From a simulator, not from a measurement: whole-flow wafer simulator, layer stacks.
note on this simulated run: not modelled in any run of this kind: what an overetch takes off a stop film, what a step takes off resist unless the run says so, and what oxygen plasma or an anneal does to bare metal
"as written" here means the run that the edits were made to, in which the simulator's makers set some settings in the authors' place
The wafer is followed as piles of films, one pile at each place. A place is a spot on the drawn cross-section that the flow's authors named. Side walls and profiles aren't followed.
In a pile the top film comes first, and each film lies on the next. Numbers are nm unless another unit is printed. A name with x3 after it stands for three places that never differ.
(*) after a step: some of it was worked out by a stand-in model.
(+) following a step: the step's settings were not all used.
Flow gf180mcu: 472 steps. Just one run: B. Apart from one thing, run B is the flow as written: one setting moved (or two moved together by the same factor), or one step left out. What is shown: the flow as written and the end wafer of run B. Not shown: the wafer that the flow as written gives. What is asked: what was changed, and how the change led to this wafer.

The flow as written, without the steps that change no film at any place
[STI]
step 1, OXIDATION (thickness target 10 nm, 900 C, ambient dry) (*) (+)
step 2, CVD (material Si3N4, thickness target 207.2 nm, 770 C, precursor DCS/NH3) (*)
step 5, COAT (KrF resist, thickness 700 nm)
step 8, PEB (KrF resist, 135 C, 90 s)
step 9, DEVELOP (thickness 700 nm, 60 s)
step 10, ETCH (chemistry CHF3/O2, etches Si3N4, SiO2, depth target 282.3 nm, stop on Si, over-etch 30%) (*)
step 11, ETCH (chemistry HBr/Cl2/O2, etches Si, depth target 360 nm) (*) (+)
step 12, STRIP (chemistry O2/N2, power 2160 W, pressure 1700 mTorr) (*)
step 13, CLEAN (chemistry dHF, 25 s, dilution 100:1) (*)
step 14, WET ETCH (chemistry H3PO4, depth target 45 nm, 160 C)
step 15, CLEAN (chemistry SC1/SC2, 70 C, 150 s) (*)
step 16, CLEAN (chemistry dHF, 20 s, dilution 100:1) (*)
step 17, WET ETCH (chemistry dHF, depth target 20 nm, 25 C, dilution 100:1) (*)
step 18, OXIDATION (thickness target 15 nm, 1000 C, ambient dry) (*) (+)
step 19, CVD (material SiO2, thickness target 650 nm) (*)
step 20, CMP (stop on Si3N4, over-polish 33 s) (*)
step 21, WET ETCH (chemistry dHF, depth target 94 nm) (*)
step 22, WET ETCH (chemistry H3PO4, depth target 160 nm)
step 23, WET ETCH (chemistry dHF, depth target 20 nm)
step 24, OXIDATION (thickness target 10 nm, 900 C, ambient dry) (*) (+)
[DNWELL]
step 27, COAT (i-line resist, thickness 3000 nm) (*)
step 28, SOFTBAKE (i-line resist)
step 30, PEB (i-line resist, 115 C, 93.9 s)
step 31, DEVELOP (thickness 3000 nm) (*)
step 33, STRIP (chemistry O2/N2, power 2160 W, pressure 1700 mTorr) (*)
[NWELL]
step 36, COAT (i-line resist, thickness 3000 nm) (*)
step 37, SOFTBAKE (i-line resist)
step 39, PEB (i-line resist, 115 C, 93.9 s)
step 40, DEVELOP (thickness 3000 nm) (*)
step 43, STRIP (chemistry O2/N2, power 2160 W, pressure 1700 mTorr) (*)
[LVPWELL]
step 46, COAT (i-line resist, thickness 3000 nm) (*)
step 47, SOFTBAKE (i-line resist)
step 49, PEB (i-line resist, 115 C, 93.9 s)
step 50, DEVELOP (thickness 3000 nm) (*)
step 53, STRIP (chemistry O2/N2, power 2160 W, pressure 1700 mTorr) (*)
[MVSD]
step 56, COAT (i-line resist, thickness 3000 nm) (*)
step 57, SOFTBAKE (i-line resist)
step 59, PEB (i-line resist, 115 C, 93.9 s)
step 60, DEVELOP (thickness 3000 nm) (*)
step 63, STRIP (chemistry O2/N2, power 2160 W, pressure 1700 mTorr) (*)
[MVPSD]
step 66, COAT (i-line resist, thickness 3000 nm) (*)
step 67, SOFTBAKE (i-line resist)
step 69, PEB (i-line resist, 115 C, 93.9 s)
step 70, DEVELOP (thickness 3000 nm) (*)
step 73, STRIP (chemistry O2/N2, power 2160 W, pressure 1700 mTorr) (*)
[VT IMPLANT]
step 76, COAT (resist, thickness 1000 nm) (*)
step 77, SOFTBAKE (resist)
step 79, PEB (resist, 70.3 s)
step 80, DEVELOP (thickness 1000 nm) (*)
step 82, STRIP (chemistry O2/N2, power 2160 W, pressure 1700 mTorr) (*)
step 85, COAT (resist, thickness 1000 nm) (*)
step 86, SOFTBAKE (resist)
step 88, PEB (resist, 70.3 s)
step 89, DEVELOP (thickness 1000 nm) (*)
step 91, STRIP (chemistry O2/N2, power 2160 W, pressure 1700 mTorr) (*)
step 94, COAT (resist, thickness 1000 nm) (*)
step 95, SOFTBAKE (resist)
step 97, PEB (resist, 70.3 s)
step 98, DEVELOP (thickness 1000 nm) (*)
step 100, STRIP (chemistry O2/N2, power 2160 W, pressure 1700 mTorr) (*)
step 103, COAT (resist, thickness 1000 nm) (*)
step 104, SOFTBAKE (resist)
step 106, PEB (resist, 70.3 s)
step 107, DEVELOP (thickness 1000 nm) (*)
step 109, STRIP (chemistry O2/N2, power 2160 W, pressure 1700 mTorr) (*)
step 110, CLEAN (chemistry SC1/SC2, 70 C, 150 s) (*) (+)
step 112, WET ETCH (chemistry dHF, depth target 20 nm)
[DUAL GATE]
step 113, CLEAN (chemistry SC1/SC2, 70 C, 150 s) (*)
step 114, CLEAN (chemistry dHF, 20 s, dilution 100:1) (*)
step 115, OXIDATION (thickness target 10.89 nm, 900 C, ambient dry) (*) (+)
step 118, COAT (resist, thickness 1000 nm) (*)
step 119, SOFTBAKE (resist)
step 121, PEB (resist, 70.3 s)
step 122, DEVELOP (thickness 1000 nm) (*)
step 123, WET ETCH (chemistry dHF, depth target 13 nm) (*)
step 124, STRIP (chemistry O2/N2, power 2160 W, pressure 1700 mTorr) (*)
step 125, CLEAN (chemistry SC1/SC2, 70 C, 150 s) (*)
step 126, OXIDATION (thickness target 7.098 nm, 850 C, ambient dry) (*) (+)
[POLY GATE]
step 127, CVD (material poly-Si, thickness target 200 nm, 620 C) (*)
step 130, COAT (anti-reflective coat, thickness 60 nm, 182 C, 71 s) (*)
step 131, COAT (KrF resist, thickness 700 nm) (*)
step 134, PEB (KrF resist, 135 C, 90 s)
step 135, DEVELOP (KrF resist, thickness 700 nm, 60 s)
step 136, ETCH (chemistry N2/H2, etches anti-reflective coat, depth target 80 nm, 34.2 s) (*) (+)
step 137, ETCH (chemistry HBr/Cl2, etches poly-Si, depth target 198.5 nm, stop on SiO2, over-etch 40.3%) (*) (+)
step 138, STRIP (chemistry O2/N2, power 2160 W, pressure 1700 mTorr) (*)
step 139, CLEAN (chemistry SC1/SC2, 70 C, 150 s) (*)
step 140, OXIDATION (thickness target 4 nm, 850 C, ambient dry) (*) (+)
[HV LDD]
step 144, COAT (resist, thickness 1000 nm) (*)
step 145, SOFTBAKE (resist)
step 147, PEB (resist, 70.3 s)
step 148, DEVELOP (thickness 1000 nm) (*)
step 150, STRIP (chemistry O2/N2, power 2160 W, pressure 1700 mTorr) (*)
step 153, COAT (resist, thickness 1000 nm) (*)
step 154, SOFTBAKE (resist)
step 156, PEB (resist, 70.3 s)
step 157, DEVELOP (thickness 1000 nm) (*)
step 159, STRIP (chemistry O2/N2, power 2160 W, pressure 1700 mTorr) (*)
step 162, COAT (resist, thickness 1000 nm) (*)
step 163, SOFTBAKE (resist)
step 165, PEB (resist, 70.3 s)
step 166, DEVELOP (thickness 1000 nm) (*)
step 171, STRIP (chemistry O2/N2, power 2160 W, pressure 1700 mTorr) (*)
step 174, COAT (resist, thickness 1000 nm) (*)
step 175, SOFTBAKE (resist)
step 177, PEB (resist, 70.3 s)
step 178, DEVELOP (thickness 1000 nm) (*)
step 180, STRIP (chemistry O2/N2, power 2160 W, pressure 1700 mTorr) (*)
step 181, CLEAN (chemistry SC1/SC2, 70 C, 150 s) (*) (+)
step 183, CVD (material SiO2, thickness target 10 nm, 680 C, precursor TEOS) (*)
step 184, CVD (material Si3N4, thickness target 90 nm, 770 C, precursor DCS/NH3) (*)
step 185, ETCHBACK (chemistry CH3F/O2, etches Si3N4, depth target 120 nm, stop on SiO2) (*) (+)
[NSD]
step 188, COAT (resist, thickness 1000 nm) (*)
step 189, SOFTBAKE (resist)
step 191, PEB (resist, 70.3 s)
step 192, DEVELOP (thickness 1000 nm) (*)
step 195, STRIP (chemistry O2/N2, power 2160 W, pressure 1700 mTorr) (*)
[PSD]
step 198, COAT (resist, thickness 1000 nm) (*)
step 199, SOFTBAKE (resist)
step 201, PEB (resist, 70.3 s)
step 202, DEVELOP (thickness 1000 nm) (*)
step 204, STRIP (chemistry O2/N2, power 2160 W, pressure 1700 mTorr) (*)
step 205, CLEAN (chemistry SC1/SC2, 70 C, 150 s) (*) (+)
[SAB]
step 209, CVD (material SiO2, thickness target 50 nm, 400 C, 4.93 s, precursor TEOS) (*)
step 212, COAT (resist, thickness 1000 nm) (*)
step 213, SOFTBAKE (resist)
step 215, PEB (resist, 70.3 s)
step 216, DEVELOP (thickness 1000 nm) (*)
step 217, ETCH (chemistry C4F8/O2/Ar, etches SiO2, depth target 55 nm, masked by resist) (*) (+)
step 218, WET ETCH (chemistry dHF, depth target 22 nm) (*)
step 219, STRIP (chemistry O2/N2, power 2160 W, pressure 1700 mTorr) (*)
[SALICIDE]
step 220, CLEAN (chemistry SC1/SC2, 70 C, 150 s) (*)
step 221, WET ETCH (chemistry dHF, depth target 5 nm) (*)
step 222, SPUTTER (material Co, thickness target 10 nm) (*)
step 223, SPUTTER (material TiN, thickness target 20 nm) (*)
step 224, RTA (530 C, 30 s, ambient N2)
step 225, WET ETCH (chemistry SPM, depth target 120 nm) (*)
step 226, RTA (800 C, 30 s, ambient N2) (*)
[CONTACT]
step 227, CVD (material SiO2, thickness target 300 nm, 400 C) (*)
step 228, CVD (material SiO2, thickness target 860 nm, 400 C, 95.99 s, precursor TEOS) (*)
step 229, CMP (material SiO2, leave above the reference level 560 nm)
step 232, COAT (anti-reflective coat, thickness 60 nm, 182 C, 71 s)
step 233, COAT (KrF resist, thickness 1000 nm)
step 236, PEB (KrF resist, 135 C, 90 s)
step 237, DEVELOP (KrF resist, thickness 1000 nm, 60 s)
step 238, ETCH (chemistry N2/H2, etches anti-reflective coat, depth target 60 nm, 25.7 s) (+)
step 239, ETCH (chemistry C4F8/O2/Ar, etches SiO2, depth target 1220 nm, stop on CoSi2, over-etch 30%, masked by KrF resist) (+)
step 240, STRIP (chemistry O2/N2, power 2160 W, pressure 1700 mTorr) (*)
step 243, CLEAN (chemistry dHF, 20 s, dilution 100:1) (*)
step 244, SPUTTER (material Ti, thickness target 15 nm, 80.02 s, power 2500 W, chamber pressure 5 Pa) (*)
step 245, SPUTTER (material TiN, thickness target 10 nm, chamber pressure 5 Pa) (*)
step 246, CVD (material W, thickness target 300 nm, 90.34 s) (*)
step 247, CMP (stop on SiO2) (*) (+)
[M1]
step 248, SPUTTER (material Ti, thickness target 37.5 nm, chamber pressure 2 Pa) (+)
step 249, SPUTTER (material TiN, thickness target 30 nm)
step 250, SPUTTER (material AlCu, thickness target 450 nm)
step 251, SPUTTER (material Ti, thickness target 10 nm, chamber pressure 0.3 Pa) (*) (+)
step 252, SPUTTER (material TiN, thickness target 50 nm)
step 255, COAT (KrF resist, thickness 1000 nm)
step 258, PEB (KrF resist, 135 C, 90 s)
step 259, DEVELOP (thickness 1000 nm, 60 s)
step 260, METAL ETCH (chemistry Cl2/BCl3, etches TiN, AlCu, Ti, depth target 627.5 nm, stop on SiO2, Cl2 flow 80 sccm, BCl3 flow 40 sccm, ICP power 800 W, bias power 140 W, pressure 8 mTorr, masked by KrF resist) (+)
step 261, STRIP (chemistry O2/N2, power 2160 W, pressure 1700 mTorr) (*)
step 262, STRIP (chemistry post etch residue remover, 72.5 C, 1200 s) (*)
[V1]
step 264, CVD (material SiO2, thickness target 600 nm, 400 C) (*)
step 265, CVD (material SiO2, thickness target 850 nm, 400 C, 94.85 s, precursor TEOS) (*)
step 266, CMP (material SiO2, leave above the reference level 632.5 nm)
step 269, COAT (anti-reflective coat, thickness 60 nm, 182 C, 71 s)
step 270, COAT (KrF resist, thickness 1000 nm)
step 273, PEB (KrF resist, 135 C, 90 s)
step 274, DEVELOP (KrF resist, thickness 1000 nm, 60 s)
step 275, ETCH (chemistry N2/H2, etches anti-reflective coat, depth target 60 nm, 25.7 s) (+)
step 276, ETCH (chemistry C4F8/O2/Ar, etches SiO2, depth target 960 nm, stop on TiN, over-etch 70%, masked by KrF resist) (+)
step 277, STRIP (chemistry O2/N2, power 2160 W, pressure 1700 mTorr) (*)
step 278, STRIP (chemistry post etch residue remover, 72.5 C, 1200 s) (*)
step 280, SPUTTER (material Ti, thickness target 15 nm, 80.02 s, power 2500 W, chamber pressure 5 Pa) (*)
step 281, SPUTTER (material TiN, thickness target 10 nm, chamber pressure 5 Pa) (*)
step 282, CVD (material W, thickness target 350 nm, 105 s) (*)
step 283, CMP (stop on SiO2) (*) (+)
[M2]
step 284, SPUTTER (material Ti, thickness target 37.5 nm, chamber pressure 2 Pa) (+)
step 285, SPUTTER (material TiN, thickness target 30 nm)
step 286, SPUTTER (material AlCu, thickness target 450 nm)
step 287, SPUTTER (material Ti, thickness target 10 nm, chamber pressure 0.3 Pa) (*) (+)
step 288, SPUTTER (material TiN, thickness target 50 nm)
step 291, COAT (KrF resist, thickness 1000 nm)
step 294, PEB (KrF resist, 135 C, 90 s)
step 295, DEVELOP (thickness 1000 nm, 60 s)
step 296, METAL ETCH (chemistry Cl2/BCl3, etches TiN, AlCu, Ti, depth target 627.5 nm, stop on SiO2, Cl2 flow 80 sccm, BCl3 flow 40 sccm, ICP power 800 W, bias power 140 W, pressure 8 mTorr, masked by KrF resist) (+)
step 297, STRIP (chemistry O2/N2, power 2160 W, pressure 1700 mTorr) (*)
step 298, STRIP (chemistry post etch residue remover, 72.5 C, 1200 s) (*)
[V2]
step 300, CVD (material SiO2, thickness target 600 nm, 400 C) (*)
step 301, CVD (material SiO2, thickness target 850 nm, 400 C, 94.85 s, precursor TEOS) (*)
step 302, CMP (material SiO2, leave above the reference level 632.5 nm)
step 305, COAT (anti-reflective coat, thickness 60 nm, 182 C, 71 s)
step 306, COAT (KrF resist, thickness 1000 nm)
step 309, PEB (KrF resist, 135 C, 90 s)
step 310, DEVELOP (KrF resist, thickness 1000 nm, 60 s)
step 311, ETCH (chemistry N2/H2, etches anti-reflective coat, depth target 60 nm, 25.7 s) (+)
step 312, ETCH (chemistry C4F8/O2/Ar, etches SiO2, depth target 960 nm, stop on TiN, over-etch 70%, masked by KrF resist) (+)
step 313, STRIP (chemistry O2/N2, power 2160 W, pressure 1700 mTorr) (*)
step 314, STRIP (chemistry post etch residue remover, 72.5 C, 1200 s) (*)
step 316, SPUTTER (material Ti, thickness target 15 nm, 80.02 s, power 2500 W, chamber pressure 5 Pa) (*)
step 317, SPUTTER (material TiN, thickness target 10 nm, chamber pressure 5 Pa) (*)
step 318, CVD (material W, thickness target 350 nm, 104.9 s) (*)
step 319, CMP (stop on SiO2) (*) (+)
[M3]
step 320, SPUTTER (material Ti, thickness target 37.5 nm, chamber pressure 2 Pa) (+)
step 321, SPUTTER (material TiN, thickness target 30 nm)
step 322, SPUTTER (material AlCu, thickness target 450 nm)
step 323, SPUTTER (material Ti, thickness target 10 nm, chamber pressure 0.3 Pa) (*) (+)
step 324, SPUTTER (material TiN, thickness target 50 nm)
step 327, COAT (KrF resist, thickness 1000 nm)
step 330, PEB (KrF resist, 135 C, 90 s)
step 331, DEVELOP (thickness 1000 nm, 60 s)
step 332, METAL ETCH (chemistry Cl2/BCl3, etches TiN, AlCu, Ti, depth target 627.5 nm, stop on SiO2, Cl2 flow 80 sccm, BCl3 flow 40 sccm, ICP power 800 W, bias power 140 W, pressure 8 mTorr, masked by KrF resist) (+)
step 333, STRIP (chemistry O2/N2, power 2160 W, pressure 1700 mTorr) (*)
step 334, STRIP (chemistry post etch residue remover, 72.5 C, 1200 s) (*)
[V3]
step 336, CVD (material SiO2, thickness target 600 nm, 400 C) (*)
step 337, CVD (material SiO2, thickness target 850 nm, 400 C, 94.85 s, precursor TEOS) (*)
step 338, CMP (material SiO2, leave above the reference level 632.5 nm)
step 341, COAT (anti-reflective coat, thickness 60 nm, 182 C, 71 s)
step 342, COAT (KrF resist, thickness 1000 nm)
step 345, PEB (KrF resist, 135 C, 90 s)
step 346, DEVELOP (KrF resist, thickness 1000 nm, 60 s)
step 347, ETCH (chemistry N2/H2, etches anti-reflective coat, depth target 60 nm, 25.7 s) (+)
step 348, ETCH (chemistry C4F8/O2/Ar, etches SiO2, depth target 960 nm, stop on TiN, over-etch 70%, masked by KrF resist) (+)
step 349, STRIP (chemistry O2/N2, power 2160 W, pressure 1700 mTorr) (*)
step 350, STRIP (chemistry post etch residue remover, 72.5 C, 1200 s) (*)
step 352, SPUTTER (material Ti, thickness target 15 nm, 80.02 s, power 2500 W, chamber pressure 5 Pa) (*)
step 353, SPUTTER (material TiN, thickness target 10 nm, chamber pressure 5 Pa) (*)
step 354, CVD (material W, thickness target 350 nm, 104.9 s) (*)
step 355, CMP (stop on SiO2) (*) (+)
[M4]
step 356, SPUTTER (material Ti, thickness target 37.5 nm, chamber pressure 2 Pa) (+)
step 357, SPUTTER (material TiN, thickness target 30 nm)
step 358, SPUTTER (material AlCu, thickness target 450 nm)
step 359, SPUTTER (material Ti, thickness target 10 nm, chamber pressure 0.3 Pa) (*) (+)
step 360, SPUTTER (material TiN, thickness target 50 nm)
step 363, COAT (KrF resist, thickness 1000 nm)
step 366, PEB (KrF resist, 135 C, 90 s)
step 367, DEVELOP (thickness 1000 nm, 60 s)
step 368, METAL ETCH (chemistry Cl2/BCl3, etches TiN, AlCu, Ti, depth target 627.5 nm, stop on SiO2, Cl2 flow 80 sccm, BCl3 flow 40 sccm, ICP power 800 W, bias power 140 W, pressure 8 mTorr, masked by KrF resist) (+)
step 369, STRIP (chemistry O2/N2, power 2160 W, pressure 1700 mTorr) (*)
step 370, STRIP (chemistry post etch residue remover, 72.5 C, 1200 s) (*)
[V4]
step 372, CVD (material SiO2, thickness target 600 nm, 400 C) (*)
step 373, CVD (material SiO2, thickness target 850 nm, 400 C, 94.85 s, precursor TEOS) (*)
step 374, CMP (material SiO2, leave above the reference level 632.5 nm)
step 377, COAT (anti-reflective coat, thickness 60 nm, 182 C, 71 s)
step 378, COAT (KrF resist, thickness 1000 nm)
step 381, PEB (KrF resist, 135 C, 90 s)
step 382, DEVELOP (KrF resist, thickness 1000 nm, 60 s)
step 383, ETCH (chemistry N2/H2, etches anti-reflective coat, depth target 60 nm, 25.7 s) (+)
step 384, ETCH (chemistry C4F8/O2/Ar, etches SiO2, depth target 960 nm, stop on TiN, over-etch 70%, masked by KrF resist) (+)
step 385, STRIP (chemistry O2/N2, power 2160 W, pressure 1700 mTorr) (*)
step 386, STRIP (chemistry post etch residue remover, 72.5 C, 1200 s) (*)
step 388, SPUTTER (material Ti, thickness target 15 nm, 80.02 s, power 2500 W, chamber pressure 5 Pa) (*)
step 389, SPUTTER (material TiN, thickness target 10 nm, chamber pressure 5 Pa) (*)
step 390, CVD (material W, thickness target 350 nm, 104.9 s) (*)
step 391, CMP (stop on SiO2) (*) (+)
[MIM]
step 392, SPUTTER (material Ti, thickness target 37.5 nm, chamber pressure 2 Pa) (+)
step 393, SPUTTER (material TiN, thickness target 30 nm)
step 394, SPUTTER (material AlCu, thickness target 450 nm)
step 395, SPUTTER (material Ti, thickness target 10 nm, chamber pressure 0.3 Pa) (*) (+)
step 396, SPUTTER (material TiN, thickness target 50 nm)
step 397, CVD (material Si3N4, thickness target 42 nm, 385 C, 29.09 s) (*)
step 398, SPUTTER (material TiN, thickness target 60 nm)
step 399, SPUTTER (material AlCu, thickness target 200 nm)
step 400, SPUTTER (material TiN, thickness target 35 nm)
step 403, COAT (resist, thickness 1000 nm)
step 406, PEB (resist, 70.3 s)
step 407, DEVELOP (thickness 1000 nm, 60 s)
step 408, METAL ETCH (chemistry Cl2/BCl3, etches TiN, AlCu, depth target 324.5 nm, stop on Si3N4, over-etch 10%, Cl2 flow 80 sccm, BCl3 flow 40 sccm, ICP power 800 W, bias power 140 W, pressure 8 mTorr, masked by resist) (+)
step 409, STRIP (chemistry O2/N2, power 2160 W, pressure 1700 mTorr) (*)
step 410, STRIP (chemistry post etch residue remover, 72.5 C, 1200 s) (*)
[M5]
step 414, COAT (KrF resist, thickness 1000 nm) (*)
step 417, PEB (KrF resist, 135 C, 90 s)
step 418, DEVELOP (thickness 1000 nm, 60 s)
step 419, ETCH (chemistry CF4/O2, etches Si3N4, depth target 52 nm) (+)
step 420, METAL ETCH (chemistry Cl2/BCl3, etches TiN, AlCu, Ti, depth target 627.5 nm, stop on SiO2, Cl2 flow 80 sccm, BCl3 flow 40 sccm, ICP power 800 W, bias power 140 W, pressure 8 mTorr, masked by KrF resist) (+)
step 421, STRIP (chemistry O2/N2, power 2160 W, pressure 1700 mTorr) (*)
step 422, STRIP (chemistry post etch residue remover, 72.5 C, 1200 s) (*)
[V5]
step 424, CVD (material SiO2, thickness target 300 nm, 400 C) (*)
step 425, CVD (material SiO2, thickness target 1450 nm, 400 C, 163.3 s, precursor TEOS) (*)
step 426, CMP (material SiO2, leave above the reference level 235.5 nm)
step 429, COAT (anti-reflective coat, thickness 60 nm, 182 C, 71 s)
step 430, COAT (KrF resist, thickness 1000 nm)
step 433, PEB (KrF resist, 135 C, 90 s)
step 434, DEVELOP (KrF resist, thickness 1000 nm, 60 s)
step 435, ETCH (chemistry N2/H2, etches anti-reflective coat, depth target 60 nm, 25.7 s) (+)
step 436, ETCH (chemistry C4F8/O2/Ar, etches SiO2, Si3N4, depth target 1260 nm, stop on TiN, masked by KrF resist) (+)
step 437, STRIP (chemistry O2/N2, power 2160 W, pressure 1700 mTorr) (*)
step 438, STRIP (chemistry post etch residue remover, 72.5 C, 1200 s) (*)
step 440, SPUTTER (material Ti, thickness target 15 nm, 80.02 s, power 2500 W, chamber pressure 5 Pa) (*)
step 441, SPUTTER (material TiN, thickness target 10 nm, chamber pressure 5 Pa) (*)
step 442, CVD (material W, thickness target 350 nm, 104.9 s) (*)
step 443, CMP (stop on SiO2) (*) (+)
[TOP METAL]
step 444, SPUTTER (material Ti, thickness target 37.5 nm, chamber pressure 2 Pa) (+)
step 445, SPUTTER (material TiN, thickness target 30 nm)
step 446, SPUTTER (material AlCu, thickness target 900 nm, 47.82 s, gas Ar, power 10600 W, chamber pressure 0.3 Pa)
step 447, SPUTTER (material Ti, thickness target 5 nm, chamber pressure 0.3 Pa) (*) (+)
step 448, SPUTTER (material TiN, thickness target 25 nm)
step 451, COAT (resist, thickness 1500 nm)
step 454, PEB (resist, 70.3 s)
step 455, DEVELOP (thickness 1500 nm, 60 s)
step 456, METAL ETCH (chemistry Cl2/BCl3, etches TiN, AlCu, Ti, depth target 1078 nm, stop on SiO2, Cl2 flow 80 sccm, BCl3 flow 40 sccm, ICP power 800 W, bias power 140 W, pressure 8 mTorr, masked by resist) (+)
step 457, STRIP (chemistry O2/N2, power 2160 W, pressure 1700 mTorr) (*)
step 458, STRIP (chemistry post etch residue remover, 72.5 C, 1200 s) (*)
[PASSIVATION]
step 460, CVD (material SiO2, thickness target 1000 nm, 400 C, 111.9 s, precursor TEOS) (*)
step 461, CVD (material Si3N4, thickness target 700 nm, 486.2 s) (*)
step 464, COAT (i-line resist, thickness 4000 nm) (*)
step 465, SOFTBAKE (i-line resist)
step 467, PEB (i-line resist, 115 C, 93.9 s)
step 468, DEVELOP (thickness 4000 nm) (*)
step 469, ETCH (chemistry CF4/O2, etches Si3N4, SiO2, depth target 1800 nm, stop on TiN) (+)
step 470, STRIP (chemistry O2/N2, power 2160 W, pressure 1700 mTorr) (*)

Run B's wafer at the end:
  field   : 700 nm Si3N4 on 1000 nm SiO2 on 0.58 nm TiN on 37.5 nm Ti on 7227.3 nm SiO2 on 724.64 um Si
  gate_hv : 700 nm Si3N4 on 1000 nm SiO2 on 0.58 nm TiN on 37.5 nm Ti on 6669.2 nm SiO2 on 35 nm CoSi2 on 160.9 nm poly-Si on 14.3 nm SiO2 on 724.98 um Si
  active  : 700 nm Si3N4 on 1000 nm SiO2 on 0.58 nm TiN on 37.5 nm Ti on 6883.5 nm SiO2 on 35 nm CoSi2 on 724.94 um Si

Cause: step 456, METAL ETCH: depth target 959 nm was run, whereas the flow has depth target 1078 nm.

How this came from the change, step by step:
  step 456, METAL ETCH (chemistry Cl2/BCl3, etches TiN, AlCu, Ti, depth target 1078 nm, stop on SiO2, Cl2 flow 80 sccm, BCl3 flow 40 sccm, ICP power 800 W, bias power 140 W, pressure 8 mTorr, masked by resist) (+)
      field, field__w1, field__w2 and 103 more: -25 TiN (all of it), -5 Ti (all of it), -900 AlCu (all of it), -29 TiN (it would be, as written: -25 TiN (all of it), -5 Ti (all of it), -900 AlCu (all of it), -30 TiN (all of it), -37.5 Ti (all of it))
      field__w8, contact, m1, m1__w1, pad, m1_nw: -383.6 resist (it would be, as written: -431 resist)
  step 457, STRIP (chemistry O2/N2, power 2160 W, pressure 1700 mTorr) (*)
      field__w8, contact, m1, m1__w1, pad, m1_nw: -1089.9 resist (all of it) (it would be, as written: -1042.5 resist (all of it))
  step 460, CVD (material SiO2, thickness target 1000 nm, 400 C, 111.9 s, precursor TEOS) (*)
      field, field__w1, field__w2 and 103 more: +1000 SiO2 (new film) (it would be, as written: +1000 SiO2)
  step 465, SOFTBAKE (i-line resist)
      field__w2, field_sub__w4: +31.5 i-line resist (it would be, as written: +33.4 i-line resist)
      field__w11, field__w13: +35.5 i-line resist (it would be, as written: +37.6 i-line resist)
      (as well as at 63 more places)
  step 470, STRIP (chemistry O2/N2, power 2160 W, pressure 1700 mTorr) (*)
      field__w8, m1__w1: -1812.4 i-line resist (all of it) (it would be, as written: -1775.9 i-line resist (all of it))
If metal films that touch count as one body, field has 1 body; the flow as written gives 0 bodies.
If metal films that touch count as one body, gate_hv has 2 bodies (between them, from the top down: SiO2 6669.2); the flow as written gives 1 body.
If metal films that touch count as one body, active has 2 bodies (between them, from the top down: SiO2 6883.5); the flow as written gives 1 body.
